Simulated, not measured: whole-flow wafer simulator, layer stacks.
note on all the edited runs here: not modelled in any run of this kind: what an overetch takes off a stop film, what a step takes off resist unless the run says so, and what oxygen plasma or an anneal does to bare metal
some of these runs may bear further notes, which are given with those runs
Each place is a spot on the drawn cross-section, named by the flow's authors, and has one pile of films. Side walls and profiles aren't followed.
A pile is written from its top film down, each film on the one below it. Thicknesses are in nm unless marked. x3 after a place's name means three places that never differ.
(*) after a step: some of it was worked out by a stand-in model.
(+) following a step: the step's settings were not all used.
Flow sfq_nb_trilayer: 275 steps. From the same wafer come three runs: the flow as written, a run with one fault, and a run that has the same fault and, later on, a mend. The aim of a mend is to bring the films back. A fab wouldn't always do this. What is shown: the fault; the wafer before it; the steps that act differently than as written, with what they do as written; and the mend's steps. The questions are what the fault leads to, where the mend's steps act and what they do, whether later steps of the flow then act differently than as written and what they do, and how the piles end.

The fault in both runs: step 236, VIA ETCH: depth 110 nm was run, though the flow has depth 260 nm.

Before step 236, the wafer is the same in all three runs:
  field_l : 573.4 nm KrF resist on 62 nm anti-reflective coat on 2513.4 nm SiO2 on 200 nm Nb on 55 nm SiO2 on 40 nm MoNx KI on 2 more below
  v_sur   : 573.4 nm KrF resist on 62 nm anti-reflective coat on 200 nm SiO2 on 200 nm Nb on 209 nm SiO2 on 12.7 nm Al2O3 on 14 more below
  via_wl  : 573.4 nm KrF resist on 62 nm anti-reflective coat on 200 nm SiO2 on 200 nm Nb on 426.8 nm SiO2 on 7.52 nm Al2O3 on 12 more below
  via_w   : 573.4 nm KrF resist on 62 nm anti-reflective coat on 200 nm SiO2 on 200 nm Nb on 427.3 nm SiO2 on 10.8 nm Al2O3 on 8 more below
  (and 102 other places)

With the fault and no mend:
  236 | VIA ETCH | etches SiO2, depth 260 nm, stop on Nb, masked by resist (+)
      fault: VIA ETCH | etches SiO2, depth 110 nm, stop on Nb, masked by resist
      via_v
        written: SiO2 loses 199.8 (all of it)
        fault: SiO2 loses 110
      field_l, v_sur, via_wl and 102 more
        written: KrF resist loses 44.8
        fault: KrF resist loses 19
  Steps later in the flow that act otherwise than as written (not shown: 3 more steps that differ only slightly, by at most 2% or 0.5 nm, whichever is larger):
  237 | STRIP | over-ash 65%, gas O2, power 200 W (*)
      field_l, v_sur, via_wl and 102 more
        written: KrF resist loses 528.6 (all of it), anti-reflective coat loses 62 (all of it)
        fault: KrF resist loses 554.5 (all of it), anti-reflective coat loses 62 (all of it)
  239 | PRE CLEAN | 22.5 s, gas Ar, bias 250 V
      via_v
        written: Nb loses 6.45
        fault: SiO2 loses 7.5
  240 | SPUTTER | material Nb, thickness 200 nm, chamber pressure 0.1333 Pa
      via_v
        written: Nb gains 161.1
        fault: Nb gains 182.9 (new film)
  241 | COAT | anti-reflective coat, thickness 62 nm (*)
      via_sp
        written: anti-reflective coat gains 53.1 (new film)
        fault: anti-reflective coat gains 54.9 (new film)
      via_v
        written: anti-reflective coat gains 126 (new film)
        fault: anti-reflective coat gains 105.3 (new film)
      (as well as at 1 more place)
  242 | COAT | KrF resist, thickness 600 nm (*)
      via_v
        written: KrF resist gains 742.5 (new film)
        fault: KrF resist gains 667.6 (new film)
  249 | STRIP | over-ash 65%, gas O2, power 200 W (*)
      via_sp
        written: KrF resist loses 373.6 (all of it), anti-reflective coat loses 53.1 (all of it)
        fault: KrF resist loses 379.8 (all of it), anti-reflective coat loses 54.9 (all of it)
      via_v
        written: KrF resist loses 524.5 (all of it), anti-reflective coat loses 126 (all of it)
        fault: KrF resist loses 449.8 (all of it), anti-reflective coat loses 105.3 (all of it)
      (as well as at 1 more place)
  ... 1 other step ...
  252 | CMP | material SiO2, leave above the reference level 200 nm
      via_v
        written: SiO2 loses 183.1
        fault: SiO2 loses 172.8
  The piles end different from the flow's at via_v by more than 2% or 0.5 nm, whichever is larger.
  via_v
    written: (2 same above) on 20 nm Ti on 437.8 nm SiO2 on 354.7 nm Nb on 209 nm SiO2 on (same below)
    fault: (2 same above) on 20 nm Ti on 327.2 nm SiO2 on 182.9 nm Nb on 82.3 nm SiO2 on 200 nm Nb on 209 nm SiO2 on (same below)

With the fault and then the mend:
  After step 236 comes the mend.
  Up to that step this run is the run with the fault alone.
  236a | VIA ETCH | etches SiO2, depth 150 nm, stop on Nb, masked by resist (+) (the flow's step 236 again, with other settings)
      field_l, v_sur, via_wl and 102 more
        KrF resist loses 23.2
      via_v
        SiO2 loses 89.8 (all of it)
  None of the later steps of the flow differs from how it acts as written, at any place that is followed, by more than 2% or 0.5 nm, whichever is larger.
  By the end, the piles equal the flow's at every place that both follow.
